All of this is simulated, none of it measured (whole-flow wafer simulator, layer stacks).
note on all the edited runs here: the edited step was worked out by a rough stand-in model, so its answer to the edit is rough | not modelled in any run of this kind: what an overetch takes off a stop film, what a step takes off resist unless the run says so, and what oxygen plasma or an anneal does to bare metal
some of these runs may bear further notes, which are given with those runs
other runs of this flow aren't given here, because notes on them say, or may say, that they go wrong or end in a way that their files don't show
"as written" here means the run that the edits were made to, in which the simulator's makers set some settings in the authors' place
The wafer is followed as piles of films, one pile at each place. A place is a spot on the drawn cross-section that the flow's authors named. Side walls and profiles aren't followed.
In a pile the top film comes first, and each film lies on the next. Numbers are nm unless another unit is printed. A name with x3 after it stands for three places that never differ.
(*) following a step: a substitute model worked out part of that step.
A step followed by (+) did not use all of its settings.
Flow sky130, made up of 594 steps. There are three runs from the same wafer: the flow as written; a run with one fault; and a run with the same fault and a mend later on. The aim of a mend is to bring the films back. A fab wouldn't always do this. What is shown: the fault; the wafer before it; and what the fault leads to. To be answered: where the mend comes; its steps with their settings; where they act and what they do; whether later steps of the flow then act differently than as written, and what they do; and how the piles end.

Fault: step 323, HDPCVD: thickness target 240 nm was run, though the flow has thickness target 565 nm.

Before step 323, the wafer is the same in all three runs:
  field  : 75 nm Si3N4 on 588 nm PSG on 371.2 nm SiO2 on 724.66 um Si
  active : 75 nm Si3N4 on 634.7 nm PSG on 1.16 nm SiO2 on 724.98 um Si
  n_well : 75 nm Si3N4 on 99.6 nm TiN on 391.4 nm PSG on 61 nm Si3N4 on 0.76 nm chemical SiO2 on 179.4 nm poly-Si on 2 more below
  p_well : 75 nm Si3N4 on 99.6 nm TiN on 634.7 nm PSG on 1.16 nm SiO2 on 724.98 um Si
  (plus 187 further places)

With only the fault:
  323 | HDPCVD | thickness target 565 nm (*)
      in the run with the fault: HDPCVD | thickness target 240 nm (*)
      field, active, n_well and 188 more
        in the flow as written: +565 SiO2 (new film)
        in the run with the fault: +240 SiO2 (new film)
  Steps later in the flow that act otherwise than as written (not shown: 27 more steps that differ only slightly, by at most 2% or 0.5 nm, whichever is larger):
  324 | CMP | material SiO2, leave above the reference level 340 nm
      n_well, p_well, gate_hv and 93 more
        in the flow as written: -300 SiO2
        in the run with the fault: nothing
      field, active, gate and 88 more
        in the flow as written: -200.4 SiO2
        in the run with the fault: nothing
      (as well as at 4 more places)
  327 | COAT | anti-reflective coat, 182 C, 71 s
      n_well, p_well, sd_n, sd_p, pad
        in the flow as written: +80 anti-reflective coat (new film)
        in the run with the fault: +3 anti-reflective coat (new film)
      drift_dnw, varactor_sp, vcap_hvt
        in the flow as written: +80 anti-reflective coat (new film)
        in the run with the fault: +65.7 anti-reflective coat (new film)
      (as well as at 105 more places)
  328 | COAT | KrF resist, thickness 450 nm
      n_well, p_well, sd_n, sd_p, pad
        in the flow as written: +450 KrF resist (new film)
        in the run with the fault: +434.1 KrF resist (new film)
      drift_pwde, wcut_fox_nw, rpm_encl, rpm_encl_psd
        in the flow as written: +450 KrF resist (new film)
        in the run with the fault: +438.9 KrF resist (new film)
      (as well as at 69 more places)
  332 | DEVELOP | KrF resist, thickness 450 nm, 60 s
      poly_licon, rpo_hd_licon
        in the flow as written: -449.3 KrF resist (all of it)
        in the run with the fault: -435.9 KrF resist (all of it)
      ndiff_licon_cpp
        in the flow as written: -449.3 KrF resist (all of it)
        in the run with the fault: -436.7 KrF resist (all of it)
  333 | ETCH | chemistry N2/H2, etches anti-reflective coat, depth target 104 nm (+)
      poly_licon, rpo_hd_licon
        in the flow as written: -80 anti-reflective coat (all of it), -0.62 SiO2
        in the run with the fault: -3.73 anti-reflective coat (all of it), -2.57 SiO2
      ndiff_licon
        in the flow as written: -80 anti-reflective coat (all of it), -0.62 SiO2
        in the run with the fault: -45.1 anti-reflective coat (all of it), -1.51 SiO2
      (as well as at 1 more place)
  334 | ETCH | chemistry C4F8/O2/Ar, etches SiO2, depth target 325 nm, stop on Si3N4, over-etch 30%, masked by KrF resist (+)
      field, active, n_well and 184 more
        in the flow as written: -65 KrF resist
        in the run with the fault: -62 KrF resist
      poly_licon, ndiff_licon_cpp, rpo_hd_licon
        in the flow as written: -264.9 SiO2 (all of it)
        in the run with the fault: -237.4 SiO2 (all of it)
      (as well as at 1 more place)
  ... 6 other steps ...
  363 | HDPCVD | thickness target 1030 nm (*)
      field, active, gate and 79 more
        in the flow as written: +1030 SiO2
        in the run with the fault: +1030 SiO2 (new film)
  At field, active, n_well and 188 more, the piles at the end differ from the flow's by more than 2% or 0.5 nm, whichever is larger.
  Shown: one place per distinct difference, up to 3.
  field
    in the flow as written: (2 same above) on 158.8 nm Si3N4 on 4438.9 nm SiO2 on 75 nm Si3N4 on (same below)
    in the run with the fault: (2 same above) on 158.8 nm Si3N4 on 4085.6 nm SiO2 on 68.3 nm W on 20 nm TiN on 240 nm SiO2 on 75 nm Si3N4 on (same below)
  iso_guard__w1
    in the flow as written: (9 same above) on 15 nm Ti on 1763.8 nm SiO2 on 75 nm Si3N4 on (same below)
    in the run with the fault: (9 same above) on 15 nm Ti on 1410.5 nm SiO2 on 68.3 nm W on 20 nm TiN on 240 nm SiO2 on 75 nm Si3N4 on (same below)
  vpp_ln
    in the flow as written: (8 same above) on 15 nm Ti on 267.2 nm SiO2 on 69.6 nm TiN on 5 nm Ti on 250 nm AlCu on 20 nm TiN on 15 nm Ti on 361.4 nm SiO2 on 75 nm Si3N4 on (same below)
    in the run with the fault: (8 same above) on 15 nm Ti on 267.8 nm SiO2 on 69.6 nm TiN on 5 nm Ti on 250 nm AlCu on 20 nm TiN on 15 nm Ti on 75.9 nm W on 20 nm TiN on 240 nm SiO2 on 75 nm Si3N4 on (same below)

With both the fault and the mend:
  The mend stands after step 323.
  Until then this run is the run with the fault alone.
  323a | HDPCVD | thickness target 325 nm (*) (a further turn of the flow's step 323, with different settings)
      field, active, n_well and 188 more
        +325 SiO2
  Later steps of the flow that are run all act as written at every place that is followed.
  At every place that both follow, the piles at the end match the flow's.
